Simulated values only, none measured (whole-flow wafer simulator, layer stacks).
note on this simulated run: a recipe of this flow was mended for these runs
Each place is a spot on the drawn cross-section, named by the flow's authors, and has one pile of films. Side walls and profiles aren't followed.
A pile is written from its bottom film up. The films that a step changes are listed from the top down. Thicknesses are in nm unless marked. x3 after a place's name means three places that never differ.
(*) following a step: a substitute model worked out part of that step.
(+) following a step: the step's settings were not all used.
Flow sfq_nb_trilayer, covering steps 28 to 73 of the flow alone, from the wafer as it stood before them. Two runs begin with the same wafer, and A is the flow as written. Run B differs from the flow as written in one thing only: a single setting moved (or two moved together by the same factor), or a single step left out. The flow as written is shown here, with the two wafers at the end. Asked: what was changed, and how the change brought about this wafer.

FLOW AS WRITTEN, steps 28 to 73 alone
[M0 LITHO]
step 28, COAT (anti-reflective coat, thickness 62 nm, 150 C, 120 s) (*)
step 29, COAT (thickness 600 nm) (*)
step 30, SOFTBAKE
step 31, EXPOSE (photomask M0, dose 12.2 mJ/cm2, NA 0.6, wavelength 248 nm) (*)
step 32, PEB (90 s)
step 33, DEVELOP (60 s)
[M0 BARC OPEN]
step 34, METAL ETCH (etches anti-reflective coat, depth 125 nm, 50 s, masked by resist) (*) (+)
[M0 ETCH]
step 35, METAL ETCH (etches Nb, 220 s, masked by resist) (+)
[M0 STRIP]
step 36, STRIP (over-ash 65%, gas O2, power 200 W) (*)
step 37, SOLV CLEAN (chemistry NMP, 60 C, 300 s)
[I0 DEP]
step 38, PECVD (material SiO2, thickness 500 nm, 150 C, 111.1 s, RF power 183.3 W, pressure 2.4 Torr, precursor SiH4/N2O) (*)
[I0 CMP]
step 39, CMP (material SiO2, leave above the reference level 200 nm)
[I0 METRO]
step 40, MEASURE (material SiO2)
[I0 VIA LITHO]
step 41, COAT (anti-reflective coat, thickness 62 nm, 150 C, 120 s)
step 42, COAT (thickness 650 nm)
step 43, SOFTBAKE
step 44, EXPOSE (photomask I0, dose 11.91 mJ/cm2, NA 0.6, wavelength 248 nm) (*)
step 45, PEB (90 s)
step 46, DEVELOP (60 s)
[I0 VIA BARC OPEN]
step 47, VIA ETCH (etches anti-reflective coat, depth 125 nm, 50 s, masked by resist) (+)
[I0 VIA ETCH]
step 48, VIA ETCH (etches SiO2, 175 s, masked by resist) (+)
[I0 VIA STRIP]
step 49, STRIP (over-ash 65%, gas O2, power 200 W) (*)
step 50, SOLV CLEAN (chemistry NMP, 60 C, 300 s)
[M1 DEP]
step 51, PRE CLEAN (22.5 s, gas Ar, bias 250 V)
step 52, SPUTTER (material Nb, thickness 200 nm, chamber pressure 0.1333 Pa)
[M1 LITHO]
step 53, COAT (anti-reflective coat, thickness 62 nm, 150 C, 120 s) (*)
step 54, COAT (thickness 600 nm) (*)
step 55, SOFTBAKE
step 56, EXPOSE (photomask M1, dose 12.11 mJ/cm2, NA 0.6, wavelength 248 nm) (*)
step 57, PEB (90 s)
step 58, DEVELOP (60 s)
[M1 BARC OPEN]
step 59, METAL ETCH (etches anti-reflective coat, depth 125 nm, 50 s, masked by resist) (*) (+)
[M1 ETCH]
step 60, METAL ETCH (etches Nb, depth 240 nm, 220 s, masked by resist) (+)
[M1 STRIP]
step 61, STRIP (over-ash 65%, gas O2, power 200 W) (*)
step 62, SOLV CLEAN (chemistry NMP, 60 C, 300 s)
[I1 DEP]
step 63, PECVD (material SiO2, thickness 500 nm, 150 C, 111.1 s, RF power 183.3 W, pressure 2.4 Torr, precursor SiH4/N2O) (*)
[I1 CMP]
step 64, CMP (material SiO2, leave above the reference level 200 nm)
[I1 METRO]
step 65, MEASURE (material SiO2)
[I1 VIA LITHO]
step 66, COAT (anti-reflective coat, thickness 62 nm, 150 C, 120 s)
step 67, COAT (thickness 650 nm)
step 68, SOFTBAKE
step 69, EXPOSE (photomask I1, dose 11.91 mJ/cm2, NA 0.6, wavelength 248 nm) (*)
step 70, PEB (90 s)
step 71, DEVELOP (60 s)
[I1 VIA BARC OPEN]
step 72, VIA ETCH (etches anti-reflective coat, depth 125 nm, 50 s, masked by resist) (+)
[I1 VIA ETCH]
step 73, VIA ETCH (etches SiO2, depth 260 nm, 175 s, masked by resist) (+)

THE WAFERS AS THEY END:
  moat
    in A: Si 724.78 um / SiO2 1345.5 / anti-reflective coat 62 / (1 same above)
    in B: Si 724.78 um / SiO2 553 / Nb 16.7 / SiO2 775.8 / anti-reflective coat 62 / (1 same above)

Cause: step 35, METAL ETCH: 168 s was run, while the flow as written has 220 s.

The path from the change to this, step by step:
  step 35, METAL ETCH (etches Nb, 220 s, masked by resist) (+)
      moat, m0r_space_l x2: A Nb loses 200 (all of it), SiO2 loses 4 | B Nb loses 183.3
      field_l, v_sur, via_wl and 100 more: A KrF-resist-other-grade loses 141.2 | B KrF-resist-other-grade loses 107.8
  step 36, STRIP (over-ash 65%, gas O2, power 200 W) (*)
      p4_fl x53, wl_j_sl x16, wl_d_sl x2: A KrF-resist-other-grade loses 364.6 (all of it), anti-reflective coat loses 62 (all of it) | B KrF-resist-other-grade loses 398 (all of it), anti-reflective coat loses 62 (all of it)
      ce_r, sp_r, be_r, r_sur: A KrF-resist-other-grade loses 370.4 (all of it), anti-reflective coat loses 63.7 (all of it) | B KrF-resist-other-grade loses 403.8 (all of it), anti-reflective coat loses 63.7 (all of it)
      (as well as at 28 more places)
  step 38, PECVD (material SiO2, thickness 500 nm, 150 C, 111.1 s, RF power 183.3 W, pressure 2.4 Torr, precursor SiH4/N2O) (*)
      moat, m0r_space_l x2: A SiO2 gains 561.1 | B SiO2 gains 540.3 (new film)
With metal films that touch counted as one body, moat has 1 body; the flow as written gives 0 bodies.
